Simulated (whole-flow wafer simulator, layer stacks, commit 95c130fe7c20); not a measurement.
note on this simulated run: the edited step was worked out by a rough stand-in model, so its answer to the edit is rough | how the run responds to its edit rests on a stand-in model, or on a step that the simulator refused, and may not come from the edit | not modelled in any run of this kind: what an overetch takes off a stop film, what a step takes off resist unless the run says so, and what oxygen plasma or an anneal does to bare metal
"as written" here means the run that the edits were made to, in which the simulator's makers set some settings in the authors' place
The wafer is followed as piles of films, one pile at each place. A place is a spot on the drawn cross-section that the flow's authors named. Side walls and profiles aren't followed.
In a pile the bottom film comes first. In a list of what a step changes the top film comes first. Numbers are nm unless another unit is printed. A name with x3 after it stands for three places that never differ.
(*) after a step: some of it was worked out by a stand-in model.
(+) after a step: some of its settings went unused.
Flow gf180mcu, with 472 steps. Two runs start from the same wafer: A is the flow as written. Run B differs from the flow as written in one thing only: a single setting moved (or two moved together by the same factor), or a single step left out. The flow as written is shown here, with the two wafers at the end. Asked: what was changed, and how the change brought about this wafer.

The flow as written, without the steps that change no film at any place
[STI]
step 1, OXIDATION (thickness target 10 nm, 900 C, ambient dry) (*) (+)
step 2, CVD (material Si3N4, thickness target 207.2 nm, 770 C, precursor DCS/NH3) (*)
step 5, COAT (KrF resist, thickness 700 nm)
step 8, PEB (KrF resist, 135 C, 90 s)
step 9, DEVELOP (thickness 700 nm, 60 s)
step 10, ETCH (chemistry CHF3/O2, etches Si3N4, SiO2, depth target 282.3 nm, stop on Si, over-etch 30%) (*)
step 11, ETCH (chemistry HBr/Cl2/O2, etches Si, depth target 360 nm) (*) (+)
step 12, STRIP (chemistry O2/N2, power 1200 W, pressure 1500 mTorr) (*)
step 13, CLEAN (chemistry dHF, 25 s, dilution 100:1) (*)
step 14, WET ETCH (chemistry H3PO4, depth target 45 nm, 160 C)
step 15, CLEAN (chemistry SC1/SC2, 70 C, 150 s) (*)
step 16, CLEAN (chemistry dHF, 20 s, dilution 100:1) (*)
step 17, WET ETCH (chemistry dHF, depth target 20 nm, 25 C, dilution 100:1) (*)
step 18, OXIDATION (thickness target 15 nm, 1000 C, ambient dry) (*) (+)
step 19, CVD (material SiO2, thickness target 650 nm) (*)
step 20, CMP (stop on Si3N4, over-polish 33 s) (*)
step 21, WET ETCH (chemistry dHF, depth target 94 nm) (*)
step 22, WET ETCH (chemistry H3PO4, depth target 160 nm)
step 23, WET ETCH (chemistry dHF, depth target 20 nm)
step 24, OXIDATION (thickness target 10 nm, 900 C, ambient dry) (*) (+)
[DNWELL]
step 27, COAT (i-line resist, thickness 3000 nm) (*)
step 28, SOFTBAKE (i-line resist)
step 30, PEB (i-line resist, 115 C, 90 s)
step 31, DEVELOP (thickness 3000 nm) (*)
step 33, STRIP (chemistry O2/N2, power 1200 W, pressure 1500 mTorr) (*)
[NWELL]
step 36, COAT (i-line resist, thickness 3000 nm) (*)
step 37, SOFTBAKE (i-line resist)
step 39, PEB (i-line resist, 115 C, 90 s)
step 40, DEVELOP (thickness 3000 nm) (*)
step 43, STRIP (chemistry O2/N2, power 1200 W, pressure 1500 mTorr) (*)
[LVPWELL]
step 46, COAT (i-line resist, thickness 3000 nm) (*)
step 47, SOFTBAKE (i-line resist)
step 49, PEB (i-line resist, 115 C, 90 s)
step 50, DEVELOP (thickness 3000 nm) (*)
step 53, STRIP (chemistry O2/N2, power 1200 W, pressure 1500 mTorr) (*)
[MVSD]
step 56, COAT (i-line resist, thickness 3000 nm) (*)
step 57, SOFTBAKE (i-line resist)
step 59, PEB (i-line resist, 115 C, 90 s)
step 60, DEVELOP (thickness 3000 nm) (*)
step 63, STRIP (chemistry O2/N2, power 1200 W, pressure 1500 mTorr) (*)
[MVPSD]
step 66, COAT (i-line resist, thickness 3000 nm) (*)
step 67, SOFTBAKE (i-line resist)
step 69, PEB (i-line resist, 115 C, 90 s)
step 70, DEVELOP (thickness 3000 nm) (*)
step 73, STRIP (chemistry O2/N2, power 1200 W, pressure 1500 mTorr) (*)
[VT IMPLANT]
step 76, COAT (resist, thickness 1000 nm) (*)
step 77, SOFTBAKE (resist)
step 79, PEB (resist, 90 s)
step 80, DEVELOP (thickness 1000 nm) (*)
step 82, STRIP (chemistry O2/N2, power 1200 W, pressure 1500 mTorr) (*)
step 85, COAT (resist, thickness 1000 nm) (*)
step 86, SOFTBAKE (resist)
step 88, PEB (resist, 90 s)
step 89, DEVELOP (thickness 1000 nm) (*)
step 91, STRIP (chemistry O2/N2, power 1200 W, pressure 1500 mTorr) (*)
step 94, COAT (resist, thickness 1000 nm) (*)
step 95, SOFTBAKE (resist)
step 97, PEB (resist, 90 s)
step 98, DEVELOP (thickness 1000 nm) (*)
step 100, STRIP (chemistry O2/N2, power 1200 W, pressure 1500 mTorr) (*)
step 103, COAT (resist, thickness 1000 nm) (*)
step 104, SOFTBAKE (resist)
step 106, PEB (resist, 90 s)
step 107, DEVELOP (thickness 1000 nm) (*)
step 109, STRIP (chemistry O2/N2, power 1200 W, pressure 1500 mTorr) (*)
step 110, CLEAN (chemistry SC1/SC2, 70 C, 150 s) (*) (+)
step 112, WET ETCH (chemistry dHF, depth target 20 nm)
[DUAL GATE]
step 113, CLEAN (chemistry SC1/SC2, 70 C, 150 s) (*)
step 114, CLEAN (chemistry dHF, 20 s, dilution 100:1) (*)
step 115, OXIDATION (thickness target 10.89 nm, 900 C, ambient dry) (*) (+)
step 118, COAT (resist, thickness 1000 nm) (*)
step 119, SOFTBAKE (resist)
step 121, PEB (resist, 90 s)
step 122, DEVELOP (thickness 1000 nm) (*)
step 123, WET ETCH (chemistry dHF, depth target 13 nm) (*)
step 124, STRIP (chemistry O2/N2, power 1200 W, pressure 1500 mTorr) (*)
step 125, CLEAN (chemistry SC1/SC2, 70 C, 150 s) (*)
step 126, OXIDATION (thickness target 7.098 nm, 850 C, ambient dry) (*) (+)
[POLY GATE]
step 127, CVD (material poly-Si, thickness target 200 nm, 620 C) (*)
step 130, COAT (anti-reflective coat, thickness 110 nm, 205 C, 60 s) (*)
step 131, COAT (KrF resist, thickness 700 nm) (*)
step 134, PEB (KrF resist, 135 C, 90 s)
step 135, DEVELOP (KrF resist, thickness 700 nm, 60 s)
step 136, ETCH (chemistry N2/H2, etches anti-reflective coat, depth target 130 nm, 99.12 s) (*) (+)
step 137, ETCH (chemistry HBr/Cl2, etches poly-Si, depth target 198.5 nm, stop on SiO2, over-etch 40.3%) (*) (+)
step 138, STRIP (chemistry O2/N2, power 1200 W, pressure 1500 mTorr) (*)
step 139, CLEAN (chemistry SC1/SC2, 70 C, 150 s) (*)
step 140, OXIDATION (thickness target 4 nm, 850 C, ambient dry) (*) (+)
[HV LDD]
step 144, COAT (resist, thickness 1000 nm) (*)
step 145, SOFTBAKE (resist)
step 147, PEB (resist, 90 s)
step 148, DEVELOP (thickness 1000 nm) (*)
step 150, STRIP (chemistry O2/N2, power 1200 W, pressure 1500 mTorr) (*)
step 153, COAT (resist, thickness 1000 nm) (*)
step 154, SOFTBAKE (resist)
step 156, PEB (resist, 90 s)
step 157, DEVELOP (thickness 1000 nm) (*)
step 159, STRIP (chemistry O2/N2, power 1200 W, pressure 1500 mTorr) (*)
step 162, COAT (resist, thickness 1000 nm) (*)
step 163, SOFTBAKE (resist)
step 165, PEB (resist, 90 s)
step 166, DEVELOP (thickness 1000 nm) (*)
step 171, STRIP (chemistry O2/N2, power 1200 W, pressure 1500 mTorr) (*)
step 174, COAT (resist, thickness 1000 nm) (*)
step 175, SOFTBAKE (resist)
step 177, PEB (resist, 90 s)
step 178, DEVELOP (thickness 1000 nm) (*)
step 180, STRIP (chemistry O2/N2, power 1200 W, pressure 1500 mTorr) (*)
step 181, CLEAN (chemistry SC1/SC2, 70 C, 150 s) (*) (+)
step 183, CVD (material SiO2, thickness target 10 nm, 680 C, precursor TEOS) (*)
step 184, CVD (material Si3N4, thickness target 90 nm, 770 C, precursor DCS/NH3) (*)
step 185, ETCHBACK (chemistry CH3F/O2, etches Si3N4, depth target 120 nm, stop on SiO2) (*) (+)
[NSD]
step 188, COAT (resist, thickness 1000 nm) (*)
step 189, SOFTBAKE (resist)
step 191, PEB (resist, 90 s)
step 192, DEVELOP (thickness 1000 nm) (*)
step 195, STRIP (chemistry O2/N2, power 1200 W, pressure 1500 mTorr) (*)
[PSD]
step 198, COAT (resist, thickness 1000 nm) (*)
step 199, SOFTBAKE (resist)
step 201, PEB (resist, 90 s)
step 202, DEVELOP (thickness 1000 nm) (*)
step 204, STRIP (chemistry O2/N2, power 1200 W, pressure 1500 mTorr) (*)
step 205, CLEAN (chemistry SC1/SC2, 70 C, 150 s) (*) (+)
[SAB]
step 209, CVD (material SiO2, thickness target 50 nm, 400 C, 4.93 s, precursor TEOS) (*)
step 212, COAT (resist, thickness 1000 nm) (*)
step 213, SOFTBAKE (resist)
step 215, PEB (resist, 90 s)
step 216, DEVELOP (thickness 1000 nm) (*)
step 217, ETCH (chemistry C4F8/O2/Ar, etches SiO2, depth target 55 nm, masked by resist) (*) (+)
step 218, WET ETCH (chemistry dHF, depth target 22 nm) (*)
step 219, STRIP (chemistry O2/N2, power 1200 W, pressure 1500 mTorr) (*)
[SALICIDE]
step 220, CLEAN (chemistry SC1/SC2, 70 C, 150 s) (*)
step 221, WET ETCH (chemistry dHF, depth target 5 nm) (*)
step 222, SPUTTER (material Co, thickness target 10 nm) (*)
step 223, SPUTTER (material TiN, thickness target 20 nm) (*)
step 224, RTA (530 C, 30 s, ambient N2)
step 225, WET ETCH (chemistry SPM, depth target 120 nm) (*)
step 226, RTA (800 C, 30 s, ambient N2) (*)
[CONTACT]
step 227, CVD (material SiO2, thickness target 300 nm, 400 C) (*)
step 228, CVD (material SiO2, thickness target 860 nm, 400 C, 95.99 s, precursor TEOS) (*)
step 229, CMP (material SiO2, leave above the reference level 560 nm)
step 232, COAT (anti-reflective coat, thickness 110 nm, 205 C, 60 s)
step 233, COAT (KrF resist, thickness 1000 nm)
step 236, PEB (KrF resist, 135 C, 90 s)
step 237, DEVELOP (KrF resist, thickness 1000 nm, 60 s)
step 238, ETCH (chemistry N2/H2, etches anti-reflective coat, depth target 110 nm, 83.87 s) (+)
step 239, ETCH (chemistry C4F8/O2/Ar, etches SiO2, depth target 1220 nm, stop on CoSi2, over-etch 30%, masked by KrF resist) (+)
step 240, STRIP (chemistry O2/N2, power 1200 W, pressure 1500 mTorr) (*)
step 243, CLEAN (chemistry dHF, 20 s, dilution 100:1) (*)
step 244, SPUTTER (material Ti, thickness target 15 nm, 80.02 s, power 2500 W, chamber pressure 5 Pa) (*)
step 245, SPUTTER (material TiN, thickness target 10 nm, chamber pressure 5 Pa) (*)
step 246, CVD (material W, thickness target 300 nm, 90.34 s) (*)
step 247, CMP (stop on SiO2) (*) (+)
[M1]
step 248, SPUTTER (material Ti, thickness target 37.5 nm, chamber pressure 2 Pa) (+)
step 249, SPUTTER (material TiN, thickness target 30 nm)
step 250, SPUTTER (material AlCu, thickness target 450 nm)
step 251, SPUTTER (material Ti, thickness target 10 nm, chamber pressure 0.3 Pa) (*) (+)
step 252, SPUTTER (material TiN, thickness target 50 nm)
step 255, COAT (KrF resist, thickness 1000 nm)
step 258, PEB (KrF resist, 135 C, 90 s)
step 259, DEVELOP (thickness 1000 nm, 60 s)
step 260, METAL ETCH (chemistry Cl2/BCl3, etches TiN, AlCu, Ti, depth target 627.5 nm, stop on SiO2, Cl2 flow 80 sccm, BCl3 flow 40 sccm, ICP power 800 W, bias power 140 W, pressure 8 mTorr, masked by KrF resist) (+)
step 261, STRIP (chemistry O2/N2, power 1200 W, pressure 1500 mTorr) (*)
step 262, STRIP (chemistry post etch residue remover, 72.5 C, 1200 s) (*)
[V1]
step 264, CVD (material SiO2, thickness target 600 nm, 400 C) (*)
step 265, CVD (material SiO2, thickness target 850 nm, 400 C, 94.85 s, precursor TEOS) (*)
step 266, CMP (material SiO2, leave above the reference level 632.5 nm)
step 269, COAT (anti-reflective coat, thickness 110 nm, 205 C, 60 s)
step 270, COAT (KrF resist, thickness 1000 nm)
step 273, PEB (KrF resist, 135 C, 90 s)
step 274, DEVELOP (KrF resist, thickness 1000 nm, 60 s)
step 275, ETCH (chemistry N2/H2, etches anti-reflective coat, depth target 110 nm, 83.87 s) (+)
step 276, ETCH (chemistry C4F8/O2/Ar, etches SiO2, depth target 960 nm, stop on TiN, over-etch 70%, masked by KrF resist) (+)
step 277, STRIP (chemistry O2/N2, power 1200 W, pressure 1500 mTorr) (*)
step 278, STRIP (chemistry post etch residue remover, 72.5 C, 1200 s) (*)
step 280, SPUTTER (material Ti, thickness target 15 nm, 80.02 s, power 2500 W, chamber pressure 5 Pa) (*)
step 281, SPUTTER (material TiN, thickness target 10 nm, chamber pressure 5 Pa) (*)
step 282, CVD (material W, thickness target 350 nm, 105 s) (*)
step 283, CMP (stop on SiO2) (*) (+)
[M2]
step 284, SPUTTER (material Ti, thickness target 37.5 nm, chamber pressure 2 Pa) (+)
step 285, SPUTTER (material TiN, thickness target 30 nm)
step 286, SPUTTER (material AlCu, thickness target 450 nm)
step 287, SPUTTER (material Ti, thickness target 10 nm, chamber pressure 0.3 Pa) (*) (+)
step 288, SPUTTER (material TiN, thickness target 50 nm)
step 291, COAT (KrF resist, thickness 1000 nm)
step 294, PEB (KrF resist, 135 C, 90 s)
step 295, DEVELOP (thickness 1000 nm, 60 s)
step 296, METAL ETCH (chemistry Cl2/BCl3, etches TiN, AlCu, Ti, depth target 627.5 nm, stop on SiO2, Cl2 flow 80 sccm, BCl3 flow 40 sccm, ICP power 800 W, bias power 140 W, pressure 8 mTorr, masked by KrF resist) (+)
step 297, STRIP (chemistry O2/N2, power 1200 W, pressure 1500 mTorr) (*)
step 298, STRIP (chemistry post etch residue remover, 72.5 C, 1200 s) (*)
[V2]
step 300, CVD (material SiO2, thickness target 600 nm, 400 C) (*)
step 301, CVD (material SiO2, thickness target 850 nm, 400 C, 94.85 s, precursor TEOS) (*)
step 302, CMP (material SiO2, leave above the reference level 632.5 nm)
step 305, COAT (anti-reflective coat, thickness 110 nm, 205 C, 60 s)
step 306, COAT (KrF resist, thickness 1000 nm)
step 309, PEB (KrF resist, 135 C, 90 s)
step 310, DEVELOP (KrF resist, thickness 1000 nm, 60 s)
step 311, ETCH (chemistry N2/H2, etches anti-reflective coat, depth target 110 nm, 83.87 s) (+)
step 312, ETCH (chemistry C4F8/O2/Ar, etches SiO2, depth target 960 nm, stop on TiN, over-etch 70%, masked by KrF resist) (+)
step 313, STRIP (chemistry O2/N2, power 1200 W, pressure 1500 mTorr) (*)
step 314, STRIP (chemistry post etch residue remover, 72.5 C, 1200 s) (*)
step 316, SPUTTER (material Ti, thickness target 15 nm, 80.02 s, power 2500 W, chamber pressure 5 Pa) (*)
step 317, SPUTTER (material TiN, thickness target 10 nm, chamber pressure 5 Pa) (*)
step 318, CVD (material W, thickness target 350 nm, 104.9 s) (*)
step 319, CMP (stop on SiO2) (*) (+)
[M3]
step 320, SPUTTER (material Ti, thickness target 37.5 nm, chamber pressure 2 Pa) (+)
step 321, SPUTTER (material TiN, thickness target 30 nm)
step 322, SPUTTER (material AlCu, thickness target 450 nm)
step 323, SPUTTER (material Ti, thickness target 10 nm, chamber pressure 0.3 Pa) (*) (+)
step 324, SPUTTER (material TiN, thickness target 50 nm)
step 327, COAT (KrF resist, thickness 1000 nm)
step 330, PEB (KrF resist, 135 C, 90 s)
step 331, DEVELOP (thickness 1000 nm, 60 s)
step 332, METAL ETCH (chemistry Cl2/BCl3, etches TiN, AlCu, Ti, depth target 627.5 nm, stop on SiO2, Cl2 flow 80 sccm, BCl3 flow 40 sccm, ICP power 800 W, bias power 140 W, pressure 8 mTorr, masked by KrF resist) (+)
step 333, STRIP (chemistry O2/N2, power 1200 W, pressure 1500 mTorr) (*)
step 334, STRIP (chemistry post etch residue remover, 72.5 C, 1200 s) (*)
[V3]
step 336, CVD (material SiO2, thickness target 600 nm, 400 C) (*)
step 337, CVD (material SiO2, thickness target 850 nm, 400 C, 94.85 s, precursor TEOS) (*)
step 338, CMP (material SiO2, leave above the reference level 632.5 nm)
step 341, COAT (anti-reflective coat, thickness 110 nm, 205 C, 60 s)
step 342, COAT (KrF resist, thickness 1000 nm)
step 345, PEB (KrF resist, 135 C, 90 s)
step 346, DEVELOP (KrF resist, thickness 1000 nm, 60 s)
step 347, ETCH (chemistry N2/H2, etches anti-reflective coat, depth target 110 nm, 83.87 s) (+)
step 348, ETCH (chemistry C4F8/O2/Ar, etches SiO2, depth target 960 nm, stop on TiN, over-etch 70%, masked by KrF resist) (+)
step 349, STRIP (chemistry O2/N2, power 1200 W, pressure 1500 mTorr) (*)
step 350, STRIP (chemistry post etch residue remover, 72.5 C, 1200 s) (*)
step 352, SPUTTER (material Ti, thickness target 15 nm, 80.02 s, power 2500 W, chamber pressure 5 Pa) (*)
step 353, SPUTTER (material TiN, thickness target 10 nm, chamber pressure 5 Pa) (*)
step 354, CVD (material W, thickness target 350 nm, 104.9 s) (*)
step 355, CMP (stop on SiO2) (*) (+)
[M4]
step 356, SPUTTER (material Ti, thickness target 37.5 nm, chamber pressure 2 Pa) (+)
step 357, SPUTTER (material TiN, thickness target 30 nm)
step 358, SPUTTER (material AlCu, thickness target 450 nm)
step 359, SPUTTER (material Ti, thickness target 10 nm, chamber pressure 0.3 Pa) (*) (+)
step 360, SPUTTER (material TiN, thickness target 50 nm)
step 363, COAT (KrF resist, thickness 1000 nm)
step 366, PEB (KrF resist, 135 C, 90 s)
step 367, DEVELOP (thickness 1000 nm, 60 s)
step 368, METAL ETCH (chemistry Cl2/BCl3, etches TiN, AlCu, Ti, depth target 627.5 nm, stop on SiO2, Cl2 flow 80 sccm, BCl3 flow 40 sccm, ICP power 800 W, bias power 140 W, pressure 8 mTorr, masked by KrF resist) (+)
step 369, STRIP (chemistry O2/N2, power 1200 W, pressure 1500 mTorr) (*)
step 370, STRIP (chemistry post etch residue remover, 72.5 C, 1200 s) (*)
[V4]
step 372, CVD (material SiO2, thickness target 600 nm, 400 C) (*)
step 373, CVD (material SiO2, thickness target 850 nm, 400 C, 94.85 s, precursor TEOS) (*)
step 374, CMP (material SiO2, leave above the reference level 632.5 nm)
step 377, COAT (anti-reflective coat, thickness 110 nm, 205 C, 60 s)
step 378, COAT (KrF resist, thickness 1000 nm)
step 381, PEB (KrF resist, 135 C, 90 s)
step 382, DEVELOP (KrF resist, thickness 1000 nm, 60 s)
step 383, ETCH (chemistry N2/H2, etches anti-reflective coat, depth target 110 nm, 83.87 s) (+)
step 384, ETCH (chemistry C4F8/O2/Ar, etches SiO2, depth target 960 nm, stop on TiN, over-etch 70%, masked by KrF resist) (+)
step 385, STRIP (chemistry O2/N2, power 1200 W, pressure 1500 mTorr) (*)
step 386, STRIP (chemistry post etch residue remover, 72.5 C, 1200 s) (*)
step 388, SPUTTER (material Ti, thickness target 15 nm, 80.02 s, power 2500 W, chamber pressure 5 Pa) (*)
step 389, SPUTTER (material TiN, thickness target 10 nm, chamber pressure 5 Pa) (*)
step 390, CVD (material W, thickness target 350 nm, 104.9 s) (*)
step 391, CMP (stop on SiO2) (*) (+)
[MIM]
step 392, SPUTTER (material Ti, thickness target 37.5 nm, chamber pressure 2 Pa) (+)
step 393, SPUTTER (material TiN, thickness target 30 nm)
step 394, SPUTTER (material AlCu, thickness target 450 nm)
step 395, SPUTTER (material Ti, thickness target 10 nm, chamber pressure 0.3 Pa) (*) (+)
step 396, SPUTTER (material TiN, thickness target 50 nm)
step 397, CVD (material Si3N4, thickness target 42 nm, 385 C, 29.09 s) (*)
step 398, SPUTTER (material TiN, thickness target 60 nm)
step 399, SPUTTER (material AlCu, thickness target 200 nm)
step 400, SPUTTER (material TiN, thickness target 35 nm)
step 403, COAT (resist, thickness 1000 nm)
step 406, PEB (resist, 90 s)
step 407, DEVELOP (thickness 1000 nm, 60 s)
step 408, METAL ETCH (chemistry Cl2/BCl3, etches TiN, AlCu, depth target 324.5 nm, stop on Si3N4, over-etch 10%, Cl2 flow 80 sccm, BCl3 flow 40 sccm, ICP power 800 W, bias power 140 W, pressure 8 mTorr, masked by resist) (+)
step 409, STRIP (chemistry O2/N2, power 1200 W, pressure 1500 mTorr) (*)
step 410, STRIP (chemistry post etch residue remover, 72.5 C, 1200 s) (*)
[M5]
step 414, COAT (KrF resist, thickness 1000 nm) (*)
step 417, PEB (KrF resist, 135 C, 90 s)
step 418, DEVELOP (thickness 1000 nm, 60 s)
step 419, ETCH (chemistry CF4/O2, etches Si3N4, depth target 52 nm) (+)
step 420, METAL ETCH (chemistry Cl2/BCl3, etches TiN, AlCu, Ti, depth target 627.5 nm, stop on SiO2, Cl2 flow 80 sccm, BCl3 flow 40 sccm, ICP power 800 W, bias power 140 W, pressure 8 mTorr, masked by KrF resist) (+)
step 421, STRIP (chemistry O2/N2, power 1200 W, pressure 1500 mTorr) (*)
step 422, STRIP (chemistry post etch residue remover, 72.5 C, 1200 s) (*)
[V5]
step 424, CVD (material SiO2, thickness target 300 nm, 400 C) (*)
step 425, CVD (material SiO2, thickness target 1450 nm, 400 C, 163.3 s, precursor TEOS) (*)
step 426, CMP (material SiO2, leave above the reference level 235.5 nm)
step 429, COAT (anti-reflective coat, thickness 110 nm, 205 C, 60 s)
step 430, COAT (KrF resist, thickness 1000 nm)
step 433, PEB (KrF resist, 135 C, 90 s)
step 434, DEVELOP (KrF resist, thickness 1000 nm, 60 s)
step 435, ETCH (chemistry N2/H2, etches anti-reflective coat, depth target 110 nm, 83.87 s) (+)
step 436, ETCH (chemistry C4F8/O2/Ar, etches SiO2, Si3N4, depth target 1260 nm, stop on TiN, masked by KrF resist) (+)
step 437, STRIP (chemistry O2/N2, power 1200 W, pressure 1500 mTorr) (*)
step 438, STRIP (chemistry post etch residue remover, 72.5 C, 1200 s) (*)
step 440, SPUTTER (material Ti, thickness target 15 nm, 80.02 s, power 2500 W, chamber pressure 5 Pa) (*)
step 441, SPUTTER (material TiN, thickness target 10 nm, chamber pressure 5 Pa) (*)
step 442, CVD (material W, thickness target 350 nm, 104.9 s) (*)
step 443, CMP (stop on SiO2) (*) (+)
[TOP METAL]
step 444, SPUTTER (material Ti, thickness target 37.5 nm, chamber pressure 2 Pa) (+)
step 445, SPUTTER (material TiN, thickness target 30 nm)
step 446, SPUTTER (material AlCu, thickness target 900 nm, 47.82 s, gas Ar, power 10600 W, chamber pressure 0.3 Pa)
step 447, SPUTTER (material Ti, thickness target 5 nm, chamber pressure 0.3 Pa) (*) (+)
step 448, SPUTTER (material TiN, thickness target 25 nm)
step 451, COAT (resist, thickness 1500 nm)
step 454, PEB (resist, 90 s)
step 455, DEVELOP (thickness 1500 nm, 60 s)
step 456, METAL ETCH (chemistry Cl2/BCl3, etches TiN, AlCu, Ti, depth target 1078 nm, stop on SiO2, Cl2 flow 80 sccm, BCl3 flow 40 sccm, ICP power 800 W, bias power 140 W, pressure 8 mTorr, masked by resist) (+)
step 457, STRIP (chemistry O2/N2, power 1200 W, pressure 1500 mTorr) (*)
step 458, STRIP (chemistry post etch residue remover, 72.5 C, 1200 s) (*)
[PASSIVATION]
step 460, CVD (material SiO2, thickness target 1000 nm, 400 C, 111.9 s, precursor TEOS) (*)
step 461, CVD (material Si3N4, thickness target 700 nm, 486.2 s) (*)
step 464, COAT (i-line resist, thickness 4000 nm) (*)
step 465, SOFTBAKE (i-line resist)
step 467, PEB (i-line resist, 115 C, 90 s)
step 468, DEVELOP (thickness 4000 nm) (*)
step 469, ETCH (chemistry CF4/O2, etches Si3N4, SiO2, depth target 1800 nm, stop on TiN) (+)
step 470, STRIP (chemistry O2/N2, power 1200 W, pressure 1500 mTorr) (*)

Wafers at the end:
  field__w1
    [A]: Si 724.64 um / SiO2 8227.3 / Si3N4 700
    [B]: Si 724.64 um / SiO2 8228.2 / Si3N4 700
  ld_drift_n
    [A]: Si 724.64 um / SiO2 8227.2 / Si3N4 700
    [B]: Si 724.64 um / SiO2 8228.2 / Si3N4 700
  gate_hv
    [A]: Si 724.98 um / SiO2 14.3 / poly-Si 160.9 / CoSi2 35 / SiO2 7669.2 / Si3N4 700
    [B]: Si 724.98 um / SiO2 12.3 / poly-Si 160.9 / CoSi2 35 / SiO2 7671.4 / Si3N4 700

The reason: step 126, OXIDATION: 793 C was run, while the flow as written has 850 C.

Step by step, how the change led to this:
  step 126, OXIDATION (thickness target 7.098 nm, 850 C, ambient dry) (*) (+)
      gate_hv, active_hv, active_nat and 25 more: A SiO2 gains 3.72, Si loses 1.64 | B SiO2 gains 1.78, Si loses 0.78
      active, n_well, p_well and 12 more: A SiO2 gains 7.1 (new film), chemical SiO2 loses 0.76 (all of it), Si loses 2.79 | B SiO2 gains 4.3 (new film), chemical SiO2 loses 0.76 (all of it), Si loses 1.56
  step 189, SOFTBAKE (resist)
      field__w9: A resist gains 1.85 | B resist loses 1.05
      active_hv: A resist gains 0.78 | B resist gains 0.19
      (as well as at 1 more place)
  step 199, SOFTBAKE (resist)
      field__w9: A resist gains 1.85 | B resist loses 1.05
      active_hv: A resist gains 0.78 | B resist gains 0.19
      (as well as at 1 more place)
  step 218, WET ETCH (chemistry dHF, depth target 22 nm) (*)
      active, p_well, sd_n, iso_ptap_pw, iso_ntap_nw, iso_ptap_sub, vpnp_e: A SiO2 loses 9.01 (all of it) | B SiO2 loses 6.43 (all of it)
      ldn_tap, ldn_src, ldn_drn, ldp_tap, ldp_src, ldp_drn, ldp_gr: A SiO2 loses 16 (all of it) | B SiO2 loses 14.1 (all of it)
      (as well as at 9 more places)
  step 223, SPUTTER (material TiN, thickness target 20 nm) (*)
      field__w12: A TiN gains 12 (new film) | B TiN gains 12.6 (new film)
  step 225, WET ETCH (chemistry SPM, depth target 120 nm) (*)
      field__w12: A TiN loses 12 (all of it), Co loses 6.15 (all of it) | B TiN loses 12.6 (all of it), Co loses 6.15 (all of it)
